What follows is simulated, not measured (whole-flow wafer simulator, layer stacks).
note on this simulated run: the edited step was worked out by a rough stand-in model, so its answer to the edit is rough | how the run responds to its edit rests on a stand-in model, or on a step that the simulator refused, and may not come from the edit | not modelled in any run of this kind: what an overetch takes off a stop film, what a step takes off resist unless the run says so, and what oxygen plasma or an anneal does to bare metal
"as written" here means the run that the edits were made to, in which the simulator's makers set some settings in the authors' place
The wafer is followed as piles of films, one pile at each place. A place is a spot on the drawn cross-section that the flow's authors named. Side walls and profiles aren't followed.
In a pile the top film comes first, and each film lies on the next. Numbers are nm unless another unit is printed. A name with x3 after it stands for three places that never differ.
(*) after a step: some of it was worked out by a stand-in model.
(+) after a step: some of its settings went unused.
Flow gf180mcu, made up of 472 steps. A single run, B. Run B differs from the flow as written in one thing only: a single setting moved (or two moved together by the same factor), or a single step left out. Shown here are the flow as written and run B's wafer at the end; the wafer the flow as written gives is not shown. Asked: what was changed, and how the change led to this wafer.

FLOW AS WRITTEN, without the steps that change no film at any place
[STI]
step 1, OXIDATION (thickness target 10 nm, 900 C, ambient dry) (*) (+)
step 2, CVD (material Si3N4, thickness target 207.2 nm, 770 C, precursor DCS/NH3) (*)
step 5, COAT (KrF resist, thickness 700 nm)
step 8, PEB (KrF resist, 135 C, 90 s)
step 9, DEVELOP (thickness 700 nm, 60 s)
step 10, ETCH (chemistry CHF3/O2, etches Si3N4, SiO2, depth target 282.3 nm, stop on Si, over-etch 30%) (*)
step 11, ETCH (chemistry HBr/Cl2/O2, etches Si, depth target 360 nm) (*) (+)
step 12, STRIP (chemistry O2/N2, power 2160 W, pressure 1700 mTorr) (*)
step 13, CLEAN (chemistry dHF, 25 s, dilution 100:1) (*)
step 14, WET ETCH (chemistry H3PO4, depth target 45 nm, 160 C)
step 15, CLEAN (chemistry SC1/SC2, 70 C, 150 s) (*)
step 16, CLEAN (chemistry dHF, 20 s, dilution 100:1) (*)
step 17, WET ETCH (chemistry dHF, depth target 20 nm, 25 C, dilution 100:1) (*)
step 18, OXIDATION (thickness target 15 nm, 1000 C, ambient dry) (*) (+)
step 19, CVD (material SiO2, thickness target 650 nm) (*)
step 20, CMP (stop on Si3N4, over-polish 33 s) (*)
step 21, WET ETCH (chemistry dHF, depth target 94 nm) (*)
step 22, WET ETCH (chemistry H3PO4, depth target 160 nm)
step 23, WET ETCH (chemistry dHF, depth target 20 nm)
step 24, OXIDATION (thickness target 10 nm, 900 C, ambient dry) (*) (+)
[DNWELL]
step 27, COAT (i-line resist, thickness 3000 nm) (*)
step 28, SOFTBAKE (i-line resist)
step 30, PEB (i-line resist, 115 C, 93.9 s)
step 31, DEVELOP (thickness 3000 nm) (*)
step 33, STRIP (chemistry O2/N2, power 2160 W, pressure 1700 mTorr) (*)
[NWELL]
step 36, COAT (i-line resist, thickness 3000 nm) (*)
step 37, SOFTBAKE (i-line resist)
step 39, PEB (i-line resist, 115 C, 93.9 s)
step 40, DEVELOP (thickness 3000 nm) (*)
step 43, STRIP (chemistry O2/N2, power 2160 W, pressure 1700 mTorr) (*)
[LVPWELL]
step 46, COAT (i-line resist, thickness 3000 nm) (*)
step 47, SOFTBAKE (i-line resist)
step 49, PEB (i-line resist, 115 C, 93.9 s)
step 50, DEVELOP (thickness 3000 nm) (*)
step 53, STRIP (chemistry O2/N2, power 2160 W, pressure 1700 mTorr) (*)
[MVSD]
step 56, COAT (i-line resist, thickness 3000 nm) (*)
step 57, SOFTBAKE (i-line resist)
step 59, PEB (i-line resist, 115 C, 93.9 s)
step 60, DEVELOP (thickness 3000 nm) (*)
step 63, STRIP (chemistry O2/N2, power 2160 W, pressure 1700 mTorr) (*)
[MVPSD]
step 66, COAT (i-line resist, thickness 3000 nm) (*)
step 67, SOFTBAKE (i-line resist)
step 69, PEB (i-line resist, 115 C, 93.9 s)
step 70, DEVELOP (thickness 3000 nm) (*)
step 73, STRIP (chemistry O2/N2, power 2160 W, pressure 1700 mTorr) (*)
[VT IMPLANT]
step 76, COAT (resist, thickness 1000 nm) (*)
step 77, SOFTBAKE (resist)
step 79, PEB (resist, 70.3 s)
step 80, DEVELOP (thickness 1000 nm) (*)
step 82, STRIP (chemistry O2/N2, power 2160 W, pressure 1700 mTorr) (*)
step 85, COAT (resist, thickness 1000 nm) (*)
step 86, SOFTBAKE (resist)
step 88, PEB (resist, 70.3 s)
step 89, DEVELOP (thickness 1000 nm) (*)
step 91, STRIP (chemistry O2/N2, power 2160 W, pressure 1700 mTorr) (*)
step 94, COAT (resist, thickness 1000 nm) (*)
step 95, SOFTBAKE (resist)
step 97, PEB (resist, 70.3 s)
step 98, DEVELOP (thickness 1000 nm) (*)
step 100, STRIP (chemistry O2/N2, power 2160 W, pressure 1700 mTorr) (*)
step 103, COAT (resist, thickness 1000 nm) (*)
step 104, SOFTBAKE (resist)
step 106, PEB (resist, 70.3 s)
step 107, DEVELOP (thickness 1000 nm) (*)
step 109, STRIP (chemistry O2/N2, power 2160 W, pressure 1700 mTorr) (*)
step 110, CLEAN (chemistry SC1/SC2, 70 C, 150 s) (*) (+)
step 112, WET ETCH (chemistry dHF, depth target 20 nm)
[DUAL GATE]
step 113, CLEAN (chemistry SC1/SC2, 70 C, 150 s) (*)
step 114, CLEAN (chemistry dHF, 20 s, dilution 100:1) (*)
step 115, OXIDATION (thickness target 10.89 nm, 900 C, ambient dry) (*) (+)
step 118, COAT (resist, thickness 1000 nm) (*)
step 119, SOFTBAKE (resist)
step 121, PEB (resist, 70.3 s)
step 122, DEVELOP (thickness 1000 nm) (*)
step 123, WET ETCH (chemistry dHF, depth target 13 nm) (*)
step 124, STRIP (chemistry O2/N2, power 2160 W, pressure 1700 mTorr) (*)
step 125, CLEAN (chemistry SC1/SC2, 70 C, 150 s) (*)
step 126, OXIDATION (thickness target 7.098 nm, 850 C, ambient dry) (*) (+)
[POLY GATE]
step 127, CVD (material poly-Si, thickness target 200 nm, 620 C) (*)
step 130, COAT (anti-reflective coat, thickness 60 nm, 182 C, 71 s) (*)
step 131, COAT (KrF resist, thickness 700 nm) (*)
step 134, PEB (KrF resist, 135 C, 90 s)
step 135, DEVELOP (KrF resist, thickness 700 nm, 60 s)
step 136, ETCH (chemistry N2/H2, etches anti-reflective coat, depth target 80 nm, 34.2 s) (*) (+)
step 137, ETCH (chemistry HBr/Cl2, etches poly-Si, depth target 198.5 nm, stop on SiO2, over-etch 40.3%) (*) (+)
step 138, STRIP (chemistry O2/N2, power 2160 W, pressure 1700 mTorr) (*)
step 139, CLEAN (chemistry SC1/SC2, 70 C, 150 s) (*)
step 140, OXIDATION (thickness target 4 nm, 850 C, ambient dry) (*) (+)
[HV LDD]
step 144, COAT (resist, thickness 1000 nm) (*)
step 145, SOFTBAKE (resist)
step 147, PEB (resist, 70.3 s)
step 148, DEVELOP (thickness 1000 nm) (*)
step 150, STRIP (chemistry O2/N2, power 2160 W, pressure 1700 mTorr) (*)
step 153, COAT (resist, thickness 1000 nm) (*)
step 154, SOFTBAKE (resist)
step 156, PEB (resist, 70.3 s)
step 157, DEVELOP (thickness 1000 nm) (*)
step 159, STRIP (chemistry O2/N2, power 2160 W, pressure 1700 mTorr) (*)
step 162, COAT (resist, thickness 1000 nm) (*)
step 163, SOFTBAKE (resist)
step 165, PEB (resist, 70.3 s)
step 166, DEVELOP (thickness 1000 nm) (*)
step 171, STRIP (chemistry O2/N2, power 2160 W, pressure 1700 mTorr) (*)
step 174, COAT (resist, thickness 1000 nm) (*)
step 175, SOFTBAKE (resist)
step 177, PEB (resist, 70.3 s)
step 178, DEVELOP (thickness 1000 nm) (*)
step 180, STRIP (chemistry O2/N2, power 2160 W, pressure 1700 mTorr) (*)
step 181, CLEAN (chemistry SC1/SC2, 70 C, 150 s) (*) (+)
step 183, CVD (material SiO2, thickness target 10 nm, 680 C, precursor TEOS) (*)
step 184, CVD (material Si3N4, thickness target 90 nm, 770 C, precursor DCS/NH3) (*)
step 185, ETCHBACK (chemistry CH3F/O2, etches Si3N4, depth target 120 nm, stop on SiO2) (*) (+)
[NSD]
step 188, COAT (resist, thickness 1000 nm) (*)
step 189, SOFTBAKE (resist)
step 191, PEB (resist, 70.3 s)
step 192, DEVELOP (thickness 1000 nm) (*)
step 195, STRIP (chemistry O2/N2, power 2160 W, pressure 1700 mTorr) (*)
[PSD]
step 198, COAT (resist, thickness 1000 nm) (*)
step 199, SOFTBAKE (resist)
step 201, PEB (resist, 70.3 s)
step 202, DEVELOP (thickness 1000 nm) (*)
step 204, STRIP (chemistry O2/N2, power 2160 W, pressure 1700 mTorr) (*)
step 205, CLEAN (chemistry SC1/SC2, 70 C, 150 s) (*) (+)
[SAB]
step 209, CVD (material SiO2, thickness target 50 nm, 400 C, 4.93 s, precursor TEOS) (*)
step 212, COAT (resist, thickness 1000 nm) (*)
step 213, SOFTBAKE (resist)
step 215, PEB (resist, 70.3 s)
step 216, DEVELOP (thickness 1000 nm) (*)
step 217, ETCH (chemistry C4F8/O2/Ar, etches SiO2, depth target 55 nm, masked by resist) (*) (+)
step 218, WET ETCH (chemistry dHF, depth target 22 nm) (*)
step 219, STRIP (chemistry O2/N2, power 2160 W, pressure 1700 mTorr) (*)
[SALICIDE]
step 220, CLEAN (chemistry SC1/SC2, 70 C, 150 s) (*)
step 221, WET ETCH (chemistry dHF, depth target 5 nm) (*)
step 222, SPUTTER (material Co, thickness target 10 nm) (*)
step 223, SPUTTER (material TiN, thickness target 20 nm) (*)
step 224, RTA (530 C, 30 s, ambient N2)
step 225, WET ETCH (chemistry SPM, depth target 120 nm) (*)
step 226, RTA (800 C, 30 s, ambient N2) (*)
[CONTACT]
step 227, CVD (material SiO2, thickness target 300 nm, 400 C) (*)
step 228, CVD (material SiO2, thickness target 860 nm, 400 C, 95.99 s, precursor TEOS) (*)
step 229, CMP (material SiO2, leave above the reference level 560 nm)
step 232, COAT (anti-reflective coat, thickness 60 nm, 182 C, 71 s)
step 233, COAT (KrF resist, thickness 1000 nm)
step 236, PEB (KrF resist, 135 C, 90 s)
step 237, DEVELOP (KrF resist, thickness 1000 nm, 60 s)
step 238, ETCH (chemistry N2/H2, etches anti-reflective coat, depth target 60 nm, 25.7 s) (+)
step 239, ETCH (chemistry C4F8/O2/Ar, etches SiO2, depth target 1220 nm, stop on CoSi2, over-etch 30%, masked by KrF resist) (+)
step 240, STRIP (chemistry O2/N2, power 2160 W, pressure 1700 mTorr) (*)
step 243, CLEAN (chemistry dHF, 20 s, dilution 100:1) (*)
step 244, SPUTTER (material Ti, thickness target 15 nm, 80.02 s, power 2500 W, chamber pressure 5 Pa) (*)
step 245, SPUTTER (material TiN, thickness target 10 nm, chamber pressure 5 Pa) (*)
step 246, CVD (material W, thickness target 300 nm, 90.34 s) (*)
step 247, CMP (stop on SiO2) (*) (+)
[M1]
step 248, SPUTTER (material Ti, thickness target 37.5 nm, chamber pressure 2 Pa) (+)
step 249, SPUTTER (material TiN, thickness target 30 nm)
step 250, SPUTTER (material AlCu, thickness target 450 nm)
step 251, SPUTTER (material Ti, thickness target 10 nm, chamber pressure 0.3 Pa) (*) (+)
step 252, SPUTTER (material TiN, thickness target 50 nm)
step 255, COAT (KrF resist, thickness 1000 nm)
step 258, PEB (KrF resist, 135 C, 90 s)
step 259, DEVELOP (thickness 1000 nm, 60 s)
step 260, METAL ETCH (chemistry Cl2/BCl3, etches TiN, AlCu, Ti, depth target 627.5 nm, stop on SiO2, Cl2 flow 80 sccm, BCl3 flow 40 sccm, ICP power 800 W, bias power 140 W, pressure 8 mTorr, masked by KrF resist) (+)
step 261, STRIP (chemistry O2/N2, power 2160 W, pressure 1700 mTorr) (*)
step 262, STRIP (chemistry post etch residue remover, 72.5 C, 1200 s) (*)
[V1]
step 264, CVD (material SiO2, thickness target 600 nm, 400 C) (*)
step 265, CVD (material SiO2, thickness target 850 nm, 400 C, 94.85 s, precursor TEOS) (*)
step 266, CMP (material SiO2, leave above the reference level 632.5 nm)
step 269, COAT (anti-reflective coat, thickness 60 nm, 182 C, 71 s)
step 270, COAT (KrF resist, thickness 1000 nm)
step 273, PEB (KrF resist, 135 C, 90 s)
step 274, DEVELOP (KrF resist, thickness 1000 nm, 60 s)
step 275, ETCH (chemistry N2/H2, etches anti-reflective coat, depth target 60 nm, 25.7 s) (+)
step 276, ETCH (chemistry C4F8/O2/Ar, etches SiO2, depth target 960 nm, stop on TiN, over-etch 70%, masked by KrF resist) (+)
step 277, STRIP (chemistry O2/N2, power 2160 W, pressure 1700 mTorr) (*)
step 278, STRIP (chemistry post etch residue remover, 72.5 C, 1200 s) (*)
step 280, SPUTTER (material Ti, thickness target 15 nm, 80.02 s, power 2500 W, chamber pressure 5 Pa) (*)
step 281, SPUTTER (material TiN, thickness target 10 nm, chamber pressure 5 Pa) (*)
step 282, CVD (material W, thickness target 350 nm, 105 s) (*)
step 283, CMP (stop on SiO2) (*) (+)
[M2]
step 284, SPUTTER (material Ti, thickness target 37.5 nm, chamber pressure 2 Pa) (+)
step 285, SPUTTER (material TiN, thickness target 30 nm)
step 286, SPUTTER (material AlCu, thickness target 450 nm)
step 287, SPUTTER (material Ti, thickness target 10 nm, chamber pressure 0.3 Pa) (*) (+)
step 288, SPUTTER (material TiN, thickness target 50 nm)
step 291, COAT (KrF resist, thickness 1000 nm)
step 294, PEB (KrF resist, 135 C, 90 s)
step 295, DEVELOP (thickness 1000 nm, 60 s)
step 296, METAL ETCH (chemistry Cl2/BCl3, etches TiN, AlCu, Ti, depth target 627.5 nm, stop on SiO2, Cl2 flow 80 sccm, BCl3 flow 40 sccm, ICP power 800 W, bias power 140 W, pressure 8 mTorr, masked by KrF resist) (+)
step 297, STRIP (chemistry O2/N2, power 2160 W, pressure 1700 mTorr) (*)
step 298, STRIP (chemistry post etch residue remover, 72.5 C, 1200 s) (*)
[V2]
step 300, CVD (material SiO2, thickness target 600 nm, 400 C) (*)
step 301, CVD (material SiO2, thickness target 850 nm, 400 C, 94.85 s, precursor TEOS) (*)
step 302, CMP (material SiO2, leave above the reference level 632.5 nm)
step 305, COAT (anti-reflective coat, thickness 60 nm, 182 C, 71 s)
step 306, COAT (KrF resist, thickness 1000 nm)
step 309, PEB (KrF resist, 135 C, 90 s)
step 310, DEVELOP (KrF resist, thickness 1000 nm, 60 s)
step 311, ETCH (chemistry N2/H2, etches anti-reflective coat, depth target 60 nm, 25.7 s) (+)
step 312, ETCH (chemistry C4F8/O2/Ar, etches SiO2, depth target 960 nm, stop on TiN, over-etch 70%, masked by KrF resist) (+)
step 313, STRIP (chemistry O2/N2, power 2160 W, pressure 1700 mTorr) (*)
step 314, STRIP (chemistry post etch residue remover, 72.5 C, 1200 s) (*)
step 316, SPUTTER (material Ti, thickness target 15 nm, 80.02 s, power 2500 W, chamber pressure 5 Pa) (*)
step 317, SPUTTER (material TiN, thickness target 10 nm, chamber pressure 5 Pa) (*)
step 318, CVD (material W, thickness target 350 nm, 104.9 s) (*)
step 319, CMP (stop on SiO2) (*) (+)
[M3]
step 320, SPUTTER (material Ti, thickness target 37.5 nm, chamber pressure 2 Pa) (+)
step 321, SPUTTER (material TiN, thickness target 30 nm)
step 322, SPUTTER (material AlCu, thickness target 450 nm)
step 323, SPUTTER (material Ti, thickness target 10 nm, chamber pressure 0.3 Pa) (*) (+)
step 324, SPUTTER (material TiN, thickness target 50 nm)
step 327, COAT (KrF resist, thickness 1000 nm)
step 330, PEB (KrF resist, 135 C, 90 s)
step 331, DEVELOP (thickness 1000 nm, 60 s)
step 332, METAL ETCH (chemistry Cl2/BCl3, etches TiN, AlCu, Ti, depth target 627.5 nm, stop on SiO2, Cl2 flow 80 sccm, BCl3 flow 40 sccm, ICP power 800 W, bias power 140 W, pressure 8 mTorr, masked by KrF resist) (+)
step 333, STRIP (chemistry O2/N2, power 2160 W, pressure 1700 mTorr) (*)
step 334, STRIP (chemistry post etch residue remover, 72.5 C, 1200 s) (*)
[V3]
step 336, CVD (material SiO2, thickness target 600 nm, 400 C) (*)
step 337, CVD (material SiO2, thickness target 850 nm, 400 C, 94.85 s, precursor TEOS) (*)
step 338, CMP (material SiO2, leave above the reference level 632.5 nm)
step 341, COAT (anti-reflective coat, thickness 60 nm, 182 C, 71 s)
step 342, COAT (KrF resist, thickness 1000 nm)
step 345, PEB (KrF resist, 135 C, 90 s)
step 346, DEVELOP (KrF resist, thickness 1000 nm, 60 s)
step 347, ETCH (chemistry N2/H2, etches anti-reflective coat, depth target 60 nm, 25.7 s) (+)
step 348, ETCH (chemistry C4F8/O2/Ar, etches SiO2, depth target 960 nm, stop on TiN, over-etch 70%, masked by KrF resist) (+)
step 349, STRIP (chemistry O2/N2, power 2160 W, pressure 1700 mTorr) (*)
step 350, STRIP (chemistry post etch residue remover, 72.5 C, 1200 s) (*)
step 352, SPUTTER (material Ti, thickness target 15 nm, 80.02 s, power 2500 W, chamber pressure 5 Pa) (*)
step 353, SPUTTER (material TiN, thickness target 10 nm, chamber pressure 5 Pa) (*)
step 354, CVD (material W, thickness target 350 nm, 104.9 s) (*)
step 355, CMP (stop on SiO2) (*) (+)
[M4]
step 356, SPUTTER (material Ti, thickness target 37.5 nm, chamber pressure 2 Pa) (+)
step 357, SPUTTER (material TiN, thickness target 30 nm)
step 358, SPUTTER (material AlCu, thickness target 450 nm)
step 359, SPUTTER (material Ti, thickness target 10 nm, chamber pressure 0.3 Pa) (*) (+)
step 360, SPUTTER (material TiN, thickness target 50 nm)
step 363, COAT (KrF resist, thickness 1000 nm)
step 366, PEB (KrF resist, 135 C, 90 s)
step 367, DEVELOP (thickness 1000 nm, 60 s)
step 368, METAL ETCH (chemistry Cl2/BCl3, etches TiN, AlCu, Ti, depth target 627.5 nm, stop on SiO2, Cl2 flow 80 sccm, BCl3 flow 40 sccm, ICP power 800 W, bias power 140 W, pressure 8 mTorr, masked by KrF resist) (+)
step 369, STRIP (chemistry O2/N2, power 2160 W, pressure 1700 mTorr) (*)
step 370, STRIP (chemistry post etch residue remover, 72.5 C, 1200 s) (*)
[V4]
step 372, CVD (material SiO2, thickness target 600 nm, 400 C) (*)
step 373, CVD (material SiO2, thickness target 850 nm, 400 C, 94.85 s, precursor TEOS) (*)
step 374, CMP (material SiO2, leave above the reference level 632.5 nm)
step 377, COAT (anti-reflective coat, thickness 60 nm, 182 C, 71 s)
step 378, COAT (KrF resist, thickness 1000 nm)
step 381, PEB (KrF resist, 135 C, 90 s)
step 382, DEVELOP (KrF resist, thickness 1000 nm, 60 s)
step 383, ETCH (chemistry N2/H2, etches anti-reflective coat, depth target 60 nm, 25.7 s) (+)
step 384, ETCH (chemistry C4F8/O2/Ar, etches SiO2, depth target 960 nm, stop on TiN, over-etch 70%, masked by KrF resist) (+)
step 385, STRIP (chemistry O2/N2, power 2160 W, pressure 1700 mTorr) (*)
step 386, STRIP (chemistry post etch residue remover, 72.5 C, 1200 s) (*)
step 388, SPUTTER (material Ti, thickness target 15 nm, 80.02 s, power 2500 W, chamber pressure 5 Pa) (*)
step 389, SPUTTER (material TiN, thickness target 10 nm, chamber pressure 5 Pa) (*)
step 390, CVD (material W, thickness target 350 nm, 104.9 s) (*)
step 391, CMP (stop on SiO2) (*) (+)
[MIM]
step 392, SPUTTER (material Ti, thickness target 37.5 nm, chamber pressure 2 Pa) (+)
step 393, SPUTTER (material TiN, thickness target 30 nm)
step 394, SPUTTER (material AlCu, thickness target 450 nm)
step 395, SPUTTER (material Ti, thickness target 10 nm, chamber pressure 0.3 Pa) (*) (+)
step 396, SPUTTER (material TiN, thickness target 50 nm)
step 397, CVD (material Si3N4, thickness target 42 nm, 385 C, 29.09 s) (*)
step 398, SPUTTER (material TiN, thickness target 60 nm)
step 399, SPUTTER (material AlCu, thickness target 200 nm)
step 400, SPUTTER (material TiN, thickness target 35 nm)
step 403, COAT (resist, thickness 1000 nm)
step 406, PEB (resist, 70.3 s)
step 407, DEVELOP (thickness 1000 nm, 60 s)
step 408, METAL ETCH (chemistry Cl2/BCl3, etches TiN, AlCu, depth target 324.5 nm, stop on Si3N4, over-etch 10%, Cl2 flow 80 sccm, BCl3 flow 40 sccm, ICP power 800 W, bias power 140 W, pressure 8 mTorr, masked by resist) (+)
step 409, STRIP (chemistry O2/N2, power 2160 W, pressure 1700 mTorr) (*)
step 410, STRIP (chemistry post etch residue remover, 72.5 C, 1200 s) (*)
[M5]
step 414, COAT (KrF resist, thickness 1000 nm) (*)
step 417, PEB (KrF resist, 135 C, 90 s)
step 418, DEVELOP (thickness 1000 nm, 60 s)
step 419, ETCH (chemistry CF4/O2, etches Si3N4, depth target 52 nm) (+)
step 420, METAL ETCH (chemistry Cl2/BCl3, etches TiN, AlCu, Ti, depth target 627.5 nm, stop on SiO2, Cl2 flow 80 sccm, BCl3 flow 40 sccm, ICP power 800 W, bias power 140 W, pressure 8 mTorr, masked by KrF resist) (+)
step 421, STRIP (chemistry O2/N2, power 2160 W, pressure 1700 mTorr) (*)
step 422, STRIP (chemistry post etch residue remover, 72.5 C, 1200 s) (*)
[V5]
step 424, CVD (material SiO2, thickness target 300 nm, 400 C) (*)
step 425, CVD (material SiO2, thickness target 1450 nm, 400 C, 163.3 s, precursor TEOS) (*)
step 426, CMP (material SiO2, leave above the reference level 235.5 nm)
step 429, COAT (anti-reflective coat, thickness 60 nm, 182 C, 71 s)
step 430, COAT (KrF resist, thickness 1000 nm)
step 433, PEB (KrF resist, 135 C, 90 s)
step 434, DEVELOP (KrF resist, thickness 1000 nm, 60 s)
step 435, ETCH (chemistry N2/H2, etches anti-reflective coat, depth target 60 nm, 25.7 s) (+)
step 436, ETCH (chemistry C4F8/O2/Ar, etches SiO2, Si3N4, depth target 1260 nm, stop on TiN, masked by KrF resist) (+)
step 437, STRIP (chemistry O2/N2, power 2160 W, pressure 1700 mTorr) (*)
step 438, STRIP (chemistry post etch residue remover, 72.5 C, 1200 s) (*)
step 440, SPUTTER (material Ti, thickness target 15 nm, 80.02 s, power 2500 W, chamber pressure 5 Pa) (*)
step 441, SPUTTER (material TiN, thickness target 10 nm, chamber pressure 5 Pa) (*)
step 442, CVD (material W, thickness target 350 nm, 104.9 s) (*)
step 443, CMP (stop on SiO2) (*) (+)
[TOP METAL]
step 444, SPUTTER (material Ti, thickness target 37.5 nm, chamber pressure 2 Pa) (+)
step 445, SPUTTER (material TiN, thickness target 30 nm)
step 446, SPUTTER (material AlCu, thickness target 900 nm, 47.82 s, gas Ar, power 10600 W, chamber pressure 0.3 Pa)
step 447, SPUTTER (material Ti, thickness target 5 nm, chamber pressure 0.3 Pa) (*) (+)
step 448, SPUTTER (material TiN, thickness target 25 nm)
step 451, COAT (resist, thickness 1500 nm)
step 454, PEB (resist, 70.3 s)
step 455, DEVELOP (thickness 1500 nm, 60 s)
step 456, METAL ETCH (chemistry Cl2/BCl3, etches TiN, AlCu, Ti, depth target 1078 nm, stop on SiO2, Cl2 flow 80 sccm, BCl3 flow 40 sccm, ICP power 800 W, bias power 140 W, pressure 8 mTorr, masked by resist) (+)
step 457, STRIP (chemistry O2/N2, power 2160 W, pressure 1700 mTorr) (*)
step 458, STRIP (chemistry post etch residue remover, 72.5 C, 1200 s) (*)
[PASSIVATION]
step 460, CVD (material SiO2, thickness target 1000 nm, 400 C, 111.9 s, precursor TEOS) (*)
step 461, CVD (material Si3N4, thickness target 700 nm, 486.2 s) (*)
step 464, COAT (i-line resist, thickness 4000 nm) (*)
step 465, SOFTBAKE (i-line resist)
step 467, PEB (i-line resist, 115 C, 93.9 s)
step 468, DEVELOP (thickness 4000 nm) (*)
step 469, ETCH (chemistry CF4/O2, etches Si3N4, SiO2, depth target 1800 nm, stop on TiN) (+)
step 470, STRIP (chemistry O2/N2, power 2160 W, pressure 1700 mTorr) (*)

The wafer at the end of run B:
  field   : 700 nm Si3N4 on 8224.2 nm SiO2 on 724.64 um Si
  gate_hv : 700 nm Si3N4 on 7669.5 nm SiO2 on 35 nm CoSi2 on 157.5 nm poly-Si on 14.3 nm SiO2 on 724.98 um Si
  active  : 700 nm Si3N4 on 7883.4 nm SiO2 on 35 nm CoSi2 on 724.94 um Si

The reason: step 217, ETCH: depth target 87.5 nm was run, though the flow has depth target 55 nm.

Step by step, how the change led to this:
  step 217, ETCH (chemistry C4F8/O2/Ar, etches SiO2, depth target 55 nm, masked by resist) (*) (+)
      gate, gate_hv, gate_p and 23 more: -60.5 SiO2 (all of it), -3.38 poly-Si (in the flow as written it would be: -55 SiO2)
      active, p_well, sd_n, iso_ptap_pw, iso_ntap_nw, iso_ptap_sub, vpnp_e: -64 SiO2 (all of it), -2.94 Si (in the flow as written it would be: -55 SiO2)
      (and at 78 other places as well)
  step 218, WET ETCH (chemistry dHF, depth target 22 nm) (*)
      gate, gate_hv, gate_p and 23 more: nothing (in the flow as written it would be: -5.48 SiO2 (all of it))
      active, p_well, sd_n, iso_ptap_pw, iso_ntap_nw, iso_ptap_sub, vpnp_e: nothing (in the flow as written it would be: -9.01 SiO2 (all of it))
      (and at 16 other places as well)
  step 223, SPUTTER (material TiN, thickness target 20 nm) (*)
      field__w6: +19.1 TiN (new film) (in the flow as written it would be: +20 TiN (new film))
      nw_enc_fld__w1: +19.4 TiN (new film) (in the flow as written it would be: +20 TiN (new film))
  step 225, WET ETCH (chemistry SPM, depth target 120 nm) (*)
      field__w6: -19.1 TiN (all of it), -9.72 Co (all of it) (in the flow as written it would be: -20 TiN (all of it), -9.95 Co (all of it))
      nw_enc_fld__w1: -19.4 TiN (all of it), -9.84 Co (all of it) (in the flow as written it would be: -20 TiN (all of it), -9.99 Co (all of it))
  step 227, CVD (material SiO2, thickness target 300 nm, 400 C) (*)
      ldn_dft, ldp_dft: +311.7 SiO2 (in the flow as written it would be: +300 SiO2)
      ld_drift_n: +314.2 SiO2 (in the flow as written it would be: +300 SiO2)
      (and at 1 other place as well)
  step 229, CMP (material SiO2, leave above the reference level 560 nm)
      ldn_sep__w1, ldn_sep__w2, ldn_out, ldp_sep__w1, ldp_sep__w2, ldp_out, ldp_fld__w2: -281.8 SiO2 (in the flow as written it would be: -311 SiO2)
      sti, mim_1p0, pad, dice_street, iso_nw_fld, iso_fld_sub: -267.7 SiO2 (in the flow as written it would be: -296.8 SiO2)
      (and at 36 other places as well)
